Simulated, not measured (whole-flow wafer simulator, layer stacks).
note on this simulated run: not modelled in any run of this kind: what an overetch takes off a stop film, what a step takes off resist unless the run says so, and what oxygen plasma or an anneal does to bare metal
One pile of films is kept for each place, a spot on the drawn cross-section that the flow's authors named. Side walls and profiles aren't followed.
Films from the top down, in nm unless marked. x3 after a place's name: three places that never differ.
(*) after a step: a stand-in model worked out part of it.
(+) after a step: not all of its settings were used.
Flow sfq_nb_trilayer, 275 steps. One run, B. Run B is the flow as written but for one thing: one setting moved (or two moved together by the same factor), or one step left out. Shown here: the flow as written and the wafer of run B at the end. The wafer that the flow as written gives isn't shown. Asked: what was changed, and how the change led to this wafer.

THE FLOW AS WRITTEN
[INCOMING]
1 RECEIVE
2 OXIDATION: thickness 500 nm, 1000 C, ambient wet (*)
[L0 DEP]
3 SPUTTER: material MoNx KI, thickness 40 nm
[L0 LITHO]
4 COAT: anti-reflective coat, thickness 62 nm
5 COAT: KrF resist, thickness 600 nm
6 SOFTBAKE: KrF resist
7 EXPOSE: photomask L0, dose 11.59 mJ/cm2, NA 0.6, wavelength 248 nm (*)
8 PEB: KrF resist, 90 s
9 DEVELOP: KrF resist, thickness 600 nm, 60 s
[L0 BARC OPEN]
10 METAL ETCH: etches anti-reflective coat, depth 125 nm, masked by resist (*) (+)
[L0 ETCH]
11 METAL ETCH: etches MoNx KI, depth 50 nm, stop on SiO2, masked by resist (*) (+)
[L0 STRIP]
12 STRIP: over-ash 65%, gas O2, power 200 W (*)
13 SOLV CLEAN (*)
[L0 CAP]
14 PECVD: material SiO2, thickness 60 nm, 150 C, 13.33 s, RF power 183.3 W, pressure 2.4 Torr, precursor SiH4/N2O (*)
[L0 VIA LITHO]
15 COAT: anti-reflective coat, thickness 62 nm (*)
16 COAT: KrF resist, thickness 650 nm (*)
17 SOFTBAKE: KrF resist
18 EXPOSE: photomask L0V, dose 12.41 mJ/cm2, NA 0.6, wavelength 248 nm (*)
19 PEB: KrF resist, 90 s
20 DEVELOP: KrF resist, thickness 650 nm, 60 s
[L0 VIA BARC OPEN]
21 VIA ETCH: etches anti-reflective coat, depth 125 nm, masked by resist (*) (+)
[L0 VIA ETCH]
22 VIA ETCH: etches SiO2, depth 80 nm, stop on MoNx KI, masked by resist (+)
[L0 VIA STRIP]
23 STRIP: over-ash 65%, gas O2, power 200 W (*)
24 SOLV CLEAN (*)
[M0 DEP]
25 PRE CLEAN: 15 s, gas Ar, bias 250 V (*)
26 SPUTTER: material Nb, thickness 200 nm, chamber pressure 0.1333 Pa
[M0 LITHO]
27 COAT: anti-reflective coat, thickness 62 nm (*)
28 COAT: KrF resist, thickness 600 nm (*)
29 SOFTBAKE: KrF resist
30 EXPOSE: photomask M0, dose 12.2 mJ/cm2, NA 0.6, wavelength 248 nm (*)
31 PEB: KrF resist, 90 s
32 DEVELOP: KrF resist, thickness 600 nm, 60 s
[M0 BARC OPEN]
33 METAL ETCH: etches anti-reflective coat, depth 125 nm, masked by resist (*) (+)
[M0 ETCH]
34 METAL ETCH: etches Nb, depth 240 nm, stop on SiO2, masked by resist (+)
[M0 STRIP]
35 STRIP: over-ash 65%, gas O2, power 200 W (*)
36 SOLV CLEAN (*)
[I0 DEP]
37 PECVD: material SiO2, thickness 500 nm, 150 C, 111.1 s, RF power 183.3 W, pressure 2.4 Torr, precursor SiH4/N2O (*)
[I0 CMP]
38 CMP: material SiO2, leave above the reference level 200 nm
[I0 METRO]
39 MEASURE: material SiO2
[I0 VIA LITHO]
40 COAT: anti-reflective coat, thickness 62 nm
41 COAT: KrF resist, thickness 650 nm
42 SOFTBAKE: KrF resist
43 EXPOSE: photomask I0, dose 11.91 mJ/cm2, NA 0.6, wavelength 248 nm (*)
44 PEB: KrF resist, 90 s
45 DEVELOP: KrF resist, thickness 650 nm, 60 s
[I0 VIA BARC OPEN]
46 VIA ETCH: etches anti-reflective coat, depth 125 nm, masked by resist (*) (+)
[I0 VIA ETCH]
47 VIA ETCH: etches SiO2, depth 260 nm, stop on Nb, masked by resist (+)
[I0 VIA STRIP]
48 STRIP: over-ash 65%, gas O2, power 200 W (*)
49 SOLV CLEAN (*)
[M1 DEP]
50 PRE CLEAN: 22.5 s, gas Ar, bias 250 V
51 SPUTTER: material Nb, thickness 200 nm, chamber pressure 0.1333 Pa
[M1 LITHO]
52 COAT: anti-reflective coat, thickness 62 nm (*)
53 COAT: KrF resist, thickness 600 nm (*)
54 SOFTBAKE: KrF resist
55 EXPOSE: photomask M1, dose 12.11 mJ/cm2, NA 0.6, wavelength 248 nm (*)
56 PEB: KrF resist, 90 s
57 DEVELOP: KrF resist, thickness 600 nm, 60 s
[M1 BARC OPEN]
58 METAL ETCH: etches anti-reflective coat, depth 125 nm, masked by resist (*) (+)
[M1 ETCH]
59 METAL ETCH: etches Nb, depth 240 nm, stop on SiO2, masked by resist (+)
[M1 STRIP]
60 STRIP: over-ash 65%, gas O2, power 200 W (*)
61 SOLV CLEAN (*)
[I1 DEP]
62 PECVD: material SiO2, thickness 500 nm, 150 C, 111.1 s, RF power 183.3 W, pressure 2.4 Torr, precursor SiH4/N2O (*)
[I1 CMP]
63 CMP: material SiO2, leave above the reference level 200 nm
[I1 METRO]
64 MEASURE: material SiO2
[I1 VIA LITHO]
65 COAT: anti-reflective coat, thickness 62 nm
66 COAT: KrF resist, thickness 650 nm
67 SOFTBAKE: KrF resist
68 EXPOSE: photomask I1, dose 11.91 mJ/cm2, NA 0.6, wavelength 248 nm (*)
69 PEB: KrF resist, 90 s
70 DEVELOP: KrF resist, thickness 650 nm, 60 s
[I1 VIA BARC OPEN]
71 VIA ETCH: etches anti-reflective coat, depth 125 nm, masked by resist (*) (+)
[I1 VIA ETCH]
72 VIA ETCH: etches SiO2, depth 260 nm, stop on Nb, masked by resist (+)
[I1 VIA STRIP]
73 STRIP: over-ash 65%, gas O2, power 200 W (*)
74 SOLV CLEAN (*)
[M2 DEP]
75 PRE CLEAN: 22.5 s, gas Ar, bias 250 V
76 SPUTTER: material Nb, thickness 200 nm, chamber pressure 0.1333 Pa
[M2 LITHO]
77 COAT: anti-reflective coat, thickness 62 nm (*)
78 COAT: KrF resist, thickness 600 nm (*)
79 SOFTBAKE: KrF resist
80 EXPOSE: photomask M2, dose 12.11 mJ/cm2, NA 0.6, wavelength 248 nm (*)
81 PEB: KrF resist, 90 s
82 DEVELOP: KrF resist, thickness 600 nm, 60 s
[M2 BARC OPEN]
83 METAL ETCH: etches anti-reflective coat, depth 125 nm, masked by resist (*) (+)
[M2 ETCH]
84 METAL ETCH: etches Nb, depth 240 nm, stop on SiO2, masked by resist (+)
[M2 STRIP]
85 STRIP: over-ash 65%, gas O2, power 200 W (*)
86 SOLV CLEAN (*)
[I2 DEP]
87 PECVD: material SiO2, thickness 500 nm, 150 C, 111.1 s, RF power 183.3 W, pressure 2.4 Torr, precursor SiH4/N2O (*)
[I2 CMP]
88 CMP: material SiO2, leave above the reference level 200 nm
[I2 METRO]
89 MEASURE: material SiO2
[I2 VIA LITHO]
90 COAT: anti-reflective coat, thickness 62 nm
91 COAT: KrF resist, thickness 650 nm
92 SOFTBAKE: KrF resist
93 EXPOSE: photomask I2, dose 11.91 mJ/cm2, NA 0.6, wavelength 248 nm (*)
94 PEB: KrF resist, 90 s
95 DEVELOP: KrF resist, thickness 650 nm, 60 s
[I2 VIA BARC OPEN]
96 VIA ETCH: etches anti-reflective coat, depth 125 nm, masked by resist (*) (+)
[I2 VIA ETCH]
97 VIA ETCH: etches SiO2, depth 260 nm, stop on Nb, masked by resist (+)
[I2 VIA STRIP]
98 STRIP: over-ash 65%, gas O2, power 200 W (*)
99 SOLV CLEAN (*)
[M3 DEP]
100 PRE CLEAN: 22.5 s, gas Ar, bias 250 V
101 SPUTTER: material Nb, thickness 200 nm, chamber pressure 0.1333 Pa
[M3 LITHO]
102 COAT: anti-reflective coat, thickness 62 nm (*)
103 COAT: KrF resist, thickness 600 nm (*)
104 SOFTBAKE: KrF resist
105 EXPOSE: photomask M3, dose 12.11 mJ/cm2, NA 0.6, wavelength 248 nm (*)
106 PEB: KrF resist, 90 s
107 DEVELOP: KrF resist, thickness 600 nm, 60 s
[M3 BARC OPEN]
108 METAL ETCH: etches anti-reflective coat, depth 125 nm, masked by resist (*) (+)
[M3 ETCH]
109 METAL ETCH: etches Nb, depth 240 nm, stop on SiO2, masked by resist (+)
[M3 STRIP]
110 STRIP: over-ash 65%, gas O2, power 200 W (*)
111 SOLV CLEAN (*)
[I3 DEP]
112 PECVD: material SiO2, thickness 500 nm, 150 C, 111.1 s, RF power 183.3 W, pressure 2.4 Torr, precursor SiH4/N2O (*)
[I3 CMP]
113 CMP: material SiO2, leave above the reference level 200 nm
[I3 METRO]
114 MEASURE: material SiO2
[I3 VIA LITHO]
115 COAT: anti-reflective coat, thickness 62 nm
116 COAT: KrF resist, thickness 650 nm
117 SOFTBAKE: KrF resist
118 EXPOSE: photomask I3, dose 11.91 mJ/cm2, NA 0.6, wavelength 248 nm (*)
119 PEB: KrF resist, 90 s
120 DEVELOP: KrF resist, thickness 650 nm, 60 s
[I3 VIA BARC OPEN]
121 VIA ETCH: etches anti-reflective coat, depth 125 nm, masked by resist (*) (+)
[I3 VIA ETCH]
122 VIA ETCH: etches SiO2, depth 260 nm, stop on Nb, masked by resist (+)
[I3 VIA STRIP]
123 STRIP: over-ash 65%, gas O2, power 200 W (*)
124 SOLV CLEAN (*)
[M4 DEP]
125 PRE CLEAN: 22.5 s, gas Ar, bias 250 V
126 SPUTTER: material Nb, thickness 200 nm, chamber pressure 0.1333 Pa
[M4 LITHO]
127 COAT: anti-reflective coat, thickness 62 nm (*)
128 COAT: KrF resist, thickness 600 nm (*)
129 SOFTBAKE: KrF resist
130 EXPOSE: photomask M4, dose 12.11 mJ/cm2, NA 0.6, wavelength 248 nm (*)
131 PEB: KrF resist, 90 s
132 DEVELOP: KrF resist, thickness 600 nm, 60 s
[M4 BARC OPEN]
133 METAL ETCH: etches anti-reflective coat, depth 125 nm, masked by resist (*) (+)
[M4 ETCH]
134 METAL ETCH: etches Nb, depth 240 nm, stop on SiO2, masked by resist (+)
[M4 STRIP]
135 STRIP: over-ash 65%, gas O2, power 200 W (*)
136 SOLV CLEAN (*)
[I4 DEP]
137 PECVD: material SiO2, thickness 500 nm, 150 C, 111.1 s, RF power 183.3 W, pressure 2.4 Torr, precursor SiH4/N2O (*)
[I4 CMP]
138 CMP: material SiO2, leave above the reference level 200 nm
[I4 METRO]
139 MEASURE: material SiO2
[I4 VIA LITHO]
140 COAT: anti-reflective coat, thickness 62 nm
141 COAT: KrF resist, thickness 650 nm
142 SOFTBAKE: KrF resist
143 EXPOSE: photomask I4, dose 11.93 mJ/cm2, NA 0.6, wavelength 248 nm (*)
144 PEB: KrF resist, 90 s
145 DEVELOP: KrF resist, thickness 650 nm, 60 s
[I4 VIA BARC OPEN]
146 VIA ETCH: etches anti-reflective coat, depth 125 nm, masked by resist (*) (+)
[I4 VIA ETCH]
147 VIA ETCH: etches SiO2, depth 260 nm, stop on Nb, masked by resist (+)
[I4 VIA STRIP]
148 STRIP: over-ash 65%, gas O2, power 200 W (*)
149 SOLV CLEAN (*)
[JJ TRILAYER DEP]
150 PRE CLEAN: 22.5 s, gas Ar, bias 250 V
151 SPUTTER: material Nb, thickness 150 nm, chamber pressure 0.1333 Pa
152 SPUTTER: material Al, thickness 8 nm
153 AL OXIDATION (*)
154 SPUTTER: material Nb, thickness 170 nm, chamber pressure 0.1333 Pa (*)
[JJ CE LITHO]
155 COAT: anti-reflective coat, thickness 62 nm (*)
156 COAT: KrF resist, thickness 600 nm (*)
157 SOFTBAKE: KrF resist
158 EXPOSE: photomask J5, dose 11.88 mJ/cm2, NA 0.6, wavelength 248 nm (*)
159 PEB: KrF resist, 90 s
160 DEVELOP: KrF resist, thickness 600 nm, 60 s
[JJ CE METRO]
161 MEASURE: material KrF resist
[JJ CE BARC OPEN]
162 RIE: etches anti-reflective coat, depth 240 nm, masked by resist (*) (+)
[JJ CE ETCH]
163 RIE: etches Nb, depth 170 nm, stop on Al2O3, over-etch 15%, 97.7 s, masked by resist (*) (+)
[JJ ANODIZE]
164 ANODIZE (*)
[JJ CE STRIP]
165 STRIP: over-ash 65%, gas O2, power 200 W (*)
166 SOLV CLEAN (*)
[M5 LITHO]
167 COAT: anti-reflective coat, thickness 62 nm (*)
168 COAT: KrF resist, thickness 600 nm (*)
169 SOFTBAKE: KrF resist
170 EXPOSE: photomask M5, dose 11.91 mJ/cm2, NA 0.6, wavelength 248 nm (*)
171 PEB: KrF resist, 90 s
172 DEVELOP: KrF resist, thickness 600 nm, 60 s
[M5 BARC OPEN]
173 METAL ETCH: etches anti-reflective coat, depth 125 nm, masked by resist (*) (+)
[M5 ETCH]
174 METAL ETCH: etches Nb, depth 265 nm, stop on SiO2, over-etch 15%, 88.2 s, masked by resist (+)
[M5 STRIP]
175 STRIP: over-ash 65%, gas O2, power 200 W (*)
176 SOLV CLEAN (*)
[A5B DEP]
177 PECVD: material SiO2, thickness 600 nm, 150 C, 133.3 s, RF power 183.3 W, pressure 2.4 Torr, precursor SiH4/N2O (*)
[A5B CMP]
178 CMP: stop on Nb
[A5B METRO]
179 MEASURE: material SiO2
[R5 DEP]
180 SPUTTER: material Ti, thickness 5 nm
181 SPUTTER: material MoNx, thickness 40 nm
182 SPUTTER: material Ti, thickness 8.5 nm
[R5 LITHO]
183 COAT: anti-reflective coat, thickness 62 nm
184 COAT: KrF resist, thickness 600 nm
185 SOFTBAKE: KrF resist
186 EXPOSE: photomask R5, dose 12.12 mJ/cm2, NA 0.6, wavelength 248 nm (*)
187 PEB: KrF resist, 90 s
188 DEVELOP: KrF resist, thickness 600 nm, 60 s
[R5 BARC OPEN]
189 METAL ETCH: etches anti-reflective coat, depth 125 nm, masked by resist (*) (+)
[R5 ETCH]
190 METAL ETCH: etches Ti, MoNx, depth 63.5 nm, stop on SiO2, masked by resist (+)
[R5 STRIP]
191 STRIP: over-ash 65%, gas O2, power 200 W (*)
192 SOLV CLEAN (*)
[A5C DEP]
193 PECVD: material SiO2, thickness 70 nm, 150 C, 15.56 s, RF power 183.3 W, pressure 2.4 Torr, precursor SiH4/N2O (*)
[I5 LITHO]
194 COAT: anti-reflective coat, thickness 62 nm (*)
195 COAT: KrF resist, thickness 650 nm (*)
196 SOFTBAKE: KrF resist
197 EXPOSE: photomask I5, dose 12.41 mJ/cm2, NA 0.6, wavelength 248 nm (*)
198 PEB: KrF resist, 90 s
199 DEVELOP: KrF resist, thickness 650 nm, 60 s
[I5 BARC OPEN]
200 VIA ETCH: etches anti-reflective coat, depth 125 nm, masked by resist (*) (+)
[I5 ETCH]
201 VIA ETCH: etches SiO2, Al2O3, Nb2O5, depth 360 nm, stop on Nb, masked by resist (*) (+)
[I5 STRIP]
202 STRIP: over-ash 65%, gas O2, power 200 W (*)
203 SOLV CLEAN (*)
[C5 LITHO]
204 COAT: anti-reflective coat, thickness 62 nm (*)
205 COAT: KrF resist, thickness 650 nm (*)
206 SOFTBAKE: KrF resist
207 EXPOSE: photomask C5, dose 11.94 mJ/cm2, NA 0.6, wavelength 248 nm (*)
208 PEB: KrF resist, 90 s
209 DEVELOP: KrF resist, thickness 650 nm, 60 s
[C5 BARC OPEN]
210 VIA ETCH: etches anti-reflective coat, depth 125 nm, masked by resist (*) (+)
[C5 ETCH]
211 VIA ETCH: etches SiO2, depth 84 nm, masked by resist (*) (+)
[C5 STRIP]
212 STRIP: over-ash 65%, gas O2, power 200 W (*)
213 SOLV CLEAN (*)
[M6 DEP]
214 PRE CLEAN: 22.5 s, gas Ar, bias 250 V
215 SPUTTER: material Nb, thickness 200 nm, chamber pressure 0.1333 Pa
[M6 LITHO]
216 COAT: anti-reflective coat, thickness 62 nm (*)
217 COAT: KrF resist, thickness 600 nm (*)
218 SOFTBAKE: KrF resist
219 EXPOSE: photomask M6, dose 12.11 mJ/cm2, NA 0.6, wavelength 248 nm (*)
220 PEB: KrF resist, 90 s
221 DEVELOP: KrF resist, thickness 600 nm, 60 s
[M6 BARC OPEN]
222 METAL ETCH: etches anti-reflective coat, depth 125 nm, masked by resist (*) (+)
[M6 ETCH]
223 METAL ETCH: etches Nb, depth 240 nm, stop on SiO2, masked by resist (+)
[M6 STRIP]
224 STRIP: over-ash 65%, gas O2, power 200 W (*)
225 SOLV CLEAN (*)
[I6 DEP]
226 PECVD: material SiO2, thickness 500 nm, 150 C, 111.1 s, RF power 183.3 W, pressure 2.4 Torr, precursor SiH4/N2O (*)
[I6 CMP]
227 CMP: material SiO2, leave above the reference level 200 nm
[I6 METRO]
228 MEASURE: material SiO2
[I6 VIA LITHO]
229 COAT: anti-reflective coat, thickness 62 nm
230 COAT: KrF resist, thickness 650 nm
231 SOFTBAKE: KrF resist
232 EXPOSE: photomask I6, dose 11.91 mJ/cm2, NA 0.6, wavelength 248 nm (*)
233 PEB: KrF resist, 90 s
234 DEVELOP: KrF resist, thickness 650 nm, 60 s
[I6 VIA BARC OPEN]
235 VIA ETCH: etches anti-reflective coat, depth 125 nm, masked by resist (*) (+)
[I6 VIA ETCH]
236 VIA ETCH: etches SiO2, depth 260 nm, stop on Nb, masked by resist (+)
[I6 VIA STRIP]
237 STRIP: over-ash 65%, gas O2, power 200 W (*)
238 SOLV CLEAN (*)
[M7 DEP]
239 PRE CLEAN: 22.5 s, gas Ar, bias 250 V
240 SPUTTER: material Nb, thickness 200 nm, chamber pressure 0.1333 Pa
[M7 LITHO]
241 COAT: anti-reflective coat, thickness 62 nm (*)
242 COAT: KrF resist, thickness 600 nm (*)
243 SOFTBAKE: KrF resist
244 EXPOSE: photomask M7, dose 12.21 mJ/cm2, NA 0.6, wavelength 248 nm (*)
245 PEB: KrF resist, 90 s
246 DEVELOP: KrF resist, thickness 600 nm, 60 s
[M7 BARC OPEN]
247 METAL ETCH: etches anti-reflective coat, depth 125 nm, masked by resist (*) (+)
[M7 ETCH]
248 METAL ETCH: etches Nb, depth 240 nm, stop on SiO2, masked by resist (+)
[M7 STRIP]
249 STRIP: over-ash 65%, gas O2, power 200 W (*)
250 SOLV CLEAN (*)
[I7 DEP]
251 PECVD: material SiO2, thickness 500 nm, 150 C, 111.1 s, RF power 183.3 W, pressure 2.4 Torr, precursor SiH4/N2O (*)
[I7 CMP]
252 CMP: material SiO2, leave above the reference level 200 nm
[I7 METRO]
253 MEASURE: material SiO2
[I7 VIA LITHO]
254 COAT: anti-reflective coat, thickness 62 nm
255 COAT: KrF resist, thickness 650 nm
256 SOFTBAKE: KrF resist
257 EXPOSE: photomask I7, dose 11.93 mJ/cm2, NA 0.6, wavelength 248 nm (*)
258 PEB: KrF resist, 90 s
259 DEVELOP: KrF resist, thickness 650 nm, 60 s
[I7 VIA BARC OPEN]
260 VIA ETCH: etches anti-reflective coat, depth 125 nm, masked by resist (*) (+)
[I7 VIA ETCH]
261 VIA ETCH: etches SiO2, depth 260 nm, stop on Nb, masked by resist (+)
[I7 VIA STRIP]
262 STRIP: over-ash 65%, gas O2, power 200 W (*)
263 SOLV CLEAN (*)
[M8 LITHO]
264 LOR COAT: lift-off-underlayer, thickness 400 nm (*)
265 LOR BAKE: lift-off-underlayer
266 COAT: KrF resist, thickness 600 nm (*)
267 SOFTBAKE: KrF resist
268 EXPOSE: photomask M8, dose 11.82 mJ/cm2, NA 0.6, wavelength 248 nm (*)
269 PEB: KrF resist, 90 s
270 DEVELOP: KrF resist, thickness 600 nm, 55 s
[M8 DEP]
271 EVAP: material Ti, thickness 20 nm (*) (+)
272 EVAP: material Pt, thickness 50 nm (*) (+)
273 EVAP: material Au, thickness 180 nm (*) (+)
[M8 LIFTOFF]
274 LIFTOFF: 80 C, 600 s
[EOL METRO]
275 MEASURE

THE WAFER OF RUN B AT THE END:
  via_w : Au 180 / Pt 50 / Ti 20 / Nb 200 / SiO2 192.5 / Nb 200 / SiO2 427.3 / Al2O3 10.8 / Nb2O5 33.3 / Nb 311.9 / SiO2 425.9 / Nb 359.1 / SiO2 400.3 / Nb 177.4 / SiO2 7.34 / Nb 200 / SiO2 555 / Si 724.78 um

The cause: step 47, VIA ETCH: depth 185 nm was run, where the flow has depth 260 nm.

How the change led to this, step by step:
  47 VIA ETCH: etches SiO2, depth 260 nm, stop on Nb, masked by resist (+)
      via_w: SiO2 -185 (as written it would be: SiO2 -199.8 (all of it))
      field_l, v_sur, via_wl and 102 more: KrF resist -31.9 (as written it would be: KrF resist -44.8)
  48 STRIP: over-ash 65%, gas O2, power 200 W (*)
      field_l, v_sur, via_wl and 102 more: KrF resist -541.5 (all of it), anti-reflective coat -62 (all of it) (as written it would be: KrF resist -528.6 (all of it), anti-reflective coat -62 (all of it))
  50 PRE CLEAN: 22.5 s, gas Ar, bias 250 V
      via_w: SiO2 -7.5 (as written it would be: Nb -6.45)
  51 SPUTTER: material Nb, thickness 200 nm, chamber pressure 0.1333 Pa
      via_w: Nb +177.4 (new film) (as written it would be: Nb +174.5)
  52 COAT: anti-reflective coat, thickness 62 nm (*)
      via_wl: anti-reflective coat +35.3 (new film) (as written it would be: anti-reflective coat +33.8 (new film))
      via_w: anti-reflective coat +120 (new film) (as written it would be: anti-reflective coat +123.1 (new film))
  60 STRIP: over-ash 65%, gas O2, power 200 W (*)
      via_wl: KrF resist -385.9 (all of it), anti-reflective coat -35.3 (all of it) (as written it would be: KrF resist -385.5 (all of it), anti-reflective coat -33.8 (all of it))
      via_w: KrF resist -502.7 (all of it), anti-reflective coat -120 (all of it) (as written it would be: KrF resist -513.8 (all of it), anti-reflective coat -123.1 (all of it))
  62 PECVD: material SiO2, thickness 500 nm, 150 C, 111.1 s, RF power 183.3 W, pressure 2.4 Torr, precursor SiH4/N2O (*)
      via_w: SiO2 +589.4 (new film) (as written it would be: SiO2 +606 (new film))
Counting metal films that touch as one body, via_w has 6 bodies (between them, from the top down: SiO2 192.5; SiO2 427.3 / Al2O3 10.8 / Nb2O5 33.3; SiO2 425.9; SiO2 400.3; SiO2 7.34); the flow as written gives 5 bodies (between them, from the top down: SiO2 192.5; SiO2 427.3 / Al2O3 10.8 / Nb2O5 33.3; SiO2 425.9; SiO2 416.9).
